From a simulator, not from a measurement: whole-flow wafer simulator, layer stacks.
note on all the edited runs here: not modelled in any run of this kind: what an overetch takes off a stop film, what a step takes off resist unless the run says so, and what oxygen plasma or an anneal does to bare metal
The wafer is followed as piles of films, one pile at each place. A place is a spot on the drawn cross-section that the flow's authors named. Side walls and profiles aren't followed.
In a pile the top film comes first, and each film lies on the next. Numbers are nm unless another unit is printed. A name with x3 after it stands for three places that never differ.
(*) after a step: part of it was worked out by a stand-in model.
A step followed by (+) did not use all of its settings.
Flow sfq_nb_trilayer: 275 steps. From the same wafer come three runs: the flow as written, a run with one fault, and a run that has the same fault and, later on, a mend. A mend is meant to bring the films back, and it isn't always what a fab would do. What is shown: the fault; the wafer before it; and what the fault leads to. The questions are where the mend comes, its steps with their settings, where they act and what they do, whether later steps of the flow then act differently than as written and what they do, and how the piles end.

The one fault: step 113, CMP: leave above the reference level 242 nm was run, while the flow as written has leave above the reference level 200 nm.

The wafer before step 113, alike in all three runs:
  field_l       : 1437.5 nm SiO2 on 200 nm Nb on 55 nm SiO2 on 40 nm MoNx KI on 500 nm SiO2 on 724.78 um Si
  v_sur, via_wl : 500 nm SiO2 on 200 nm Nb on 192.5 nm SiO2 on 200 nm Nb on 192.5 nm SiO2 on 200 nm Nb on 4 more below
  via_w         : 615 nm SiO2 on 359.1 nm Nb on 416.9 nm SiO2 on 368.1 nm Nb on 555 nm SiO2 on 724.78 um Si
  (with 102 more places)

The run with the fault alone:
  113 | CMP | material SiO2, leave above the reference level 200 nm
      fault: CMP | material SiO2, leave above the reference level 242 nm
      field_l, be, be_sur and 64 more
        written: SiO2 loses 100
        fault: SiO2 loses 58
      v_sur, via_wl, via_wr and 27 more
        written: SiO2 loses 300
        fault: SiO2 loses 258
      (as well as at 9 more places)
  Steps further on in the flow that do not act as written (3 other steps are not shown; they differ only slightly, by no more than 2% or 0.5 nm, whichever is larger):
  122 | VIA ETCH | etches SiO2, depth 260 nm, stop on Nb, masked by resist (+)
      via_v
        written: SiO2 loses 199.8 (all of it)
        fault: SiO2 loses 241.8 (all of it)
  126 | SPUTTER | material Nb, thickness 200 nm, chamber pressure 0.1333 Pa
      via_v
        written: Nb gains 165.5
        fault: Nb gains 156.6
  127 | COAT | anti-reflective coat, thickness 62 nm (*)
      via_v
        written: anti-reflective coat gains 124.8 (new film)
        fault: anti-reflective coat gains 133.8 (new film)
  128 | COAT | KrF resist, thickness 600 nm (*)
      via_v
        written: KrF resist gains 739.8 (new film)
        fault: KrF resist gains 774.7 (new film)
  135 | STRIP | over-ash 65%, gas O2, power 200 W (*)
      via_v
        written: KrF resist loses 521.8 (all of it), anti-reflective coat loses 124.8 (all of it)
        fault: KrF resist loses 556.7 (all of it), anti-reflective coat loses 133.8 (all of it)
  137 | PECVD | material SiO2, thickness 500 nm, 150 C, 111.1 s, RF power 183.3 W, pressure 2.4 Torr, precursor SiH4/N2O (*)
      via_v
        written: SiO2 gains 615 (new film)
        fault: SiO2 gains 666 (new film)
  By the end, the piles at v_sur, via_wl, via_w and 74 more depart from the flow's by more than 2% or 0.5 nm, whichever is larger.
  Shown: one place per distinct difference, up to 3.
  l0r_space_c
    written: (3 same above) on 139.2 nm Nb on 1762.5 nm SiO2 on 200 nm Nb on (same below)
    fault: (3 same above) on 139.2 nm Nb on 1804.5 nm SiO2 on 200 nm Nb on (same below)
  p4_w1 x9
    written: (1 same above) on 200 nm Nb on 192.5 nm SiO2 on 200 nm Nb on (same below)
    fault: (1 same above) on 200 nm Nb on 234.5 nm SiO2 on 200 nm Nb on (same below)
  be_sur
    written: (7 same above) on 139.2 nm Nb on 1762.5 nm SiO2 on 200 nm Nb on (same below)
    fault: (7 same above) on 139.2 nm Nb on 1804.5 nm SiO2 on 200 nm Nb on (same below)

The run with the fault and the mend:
  The mend follows step 114.
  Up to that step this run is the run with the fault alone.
  114a | CMP | material SiO2, leave above the reference level 200 nm (a further turn of the flow's step 113)
      field_l, v_sur, via_wl and 103 more
        SiO2 loses 42
  None of the later steps of the flow acts differently than as written at any place that is followed.
  The piles end the same as the flow's at every place that both follow.
